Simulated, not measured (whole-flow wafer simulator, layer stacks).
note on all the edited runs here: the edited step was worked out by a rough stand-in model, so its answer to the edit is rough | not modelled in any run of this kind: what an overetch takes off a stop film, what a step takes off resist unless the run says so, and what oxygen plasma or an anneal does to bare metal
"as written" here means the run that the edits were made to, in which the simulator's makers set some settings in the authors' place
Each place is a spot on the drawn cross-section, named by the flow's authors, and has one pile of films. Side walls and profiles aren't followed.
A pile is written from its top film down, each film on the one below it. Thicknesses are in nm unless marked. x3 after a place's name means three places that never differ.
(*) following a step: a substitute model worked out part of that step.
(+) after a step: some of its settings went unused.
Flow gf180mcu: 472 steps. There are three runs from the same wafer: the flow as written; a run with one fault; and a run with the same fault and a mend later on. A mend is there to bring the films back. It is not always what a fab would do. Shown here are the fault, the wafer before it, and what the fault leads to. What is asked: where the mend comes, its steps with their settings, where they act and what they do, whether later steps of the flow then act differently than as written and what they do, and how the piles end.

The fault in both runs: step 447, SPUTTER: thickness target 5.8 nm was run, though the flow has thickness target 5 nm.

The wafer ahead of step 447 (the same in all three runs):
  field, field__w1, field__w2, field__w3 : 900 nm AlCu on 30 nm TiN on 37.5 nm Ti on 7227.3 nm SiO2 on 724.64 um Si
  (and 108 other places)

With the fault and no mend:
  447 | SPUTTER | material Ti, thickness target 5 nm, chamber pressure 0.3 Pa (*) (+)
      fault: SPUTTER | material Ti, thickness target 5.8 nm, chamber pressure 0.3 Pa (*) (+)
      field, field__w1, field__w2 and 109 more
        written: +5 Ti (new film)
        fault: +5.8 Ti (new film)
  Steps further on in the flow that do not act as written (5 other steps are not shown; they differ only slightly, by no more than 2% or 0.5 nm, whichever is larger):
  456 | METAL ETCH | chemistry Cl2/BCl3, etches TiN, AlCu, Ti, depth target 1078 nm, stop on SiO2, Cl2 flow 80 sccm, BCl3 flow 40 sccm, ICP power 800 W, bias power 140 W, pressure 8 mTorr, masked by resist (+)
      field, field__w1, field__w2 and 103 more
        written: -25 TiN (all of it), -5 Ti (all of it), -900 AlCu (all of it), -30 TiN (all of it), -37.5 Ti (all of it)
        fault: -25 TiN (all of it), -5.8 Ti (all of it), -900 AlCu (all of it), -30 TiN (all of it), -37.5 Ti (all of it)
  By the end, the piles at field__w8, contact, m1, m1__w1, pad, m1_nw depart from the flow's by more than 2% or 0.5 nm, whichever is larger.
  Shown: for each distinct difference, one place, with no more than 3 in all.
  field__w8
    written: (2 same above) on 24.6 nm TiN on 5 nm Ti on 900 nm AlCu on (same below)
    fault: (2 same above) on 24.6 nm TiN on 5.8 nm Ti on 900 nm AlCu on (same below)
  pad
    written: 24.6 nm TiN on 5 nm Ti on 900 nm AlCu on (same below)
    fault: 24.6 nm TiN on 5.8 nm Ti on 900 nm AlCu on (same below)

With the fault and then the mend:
  The mend stands after step 447.
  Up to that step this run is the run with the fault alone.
  447a | METAL ETCH | chemistry Cl2/BCl3, etches TiN, AlCu, Ti, depth target 0.8 nm, Cl2 flow 80 sccm, BCl3 flow 40 sccm, ICP power 800 W, bias power 140 W, pressure 8 mTorr (the flow's step 260 again, with other settings)
      field, field__w1, field__w2 and 109 more
        -0.8 Ti
  Later steps of the flow that are run all act as written at every place that is followed.
  By the end, the piles equal the flow's at every place that both follow.
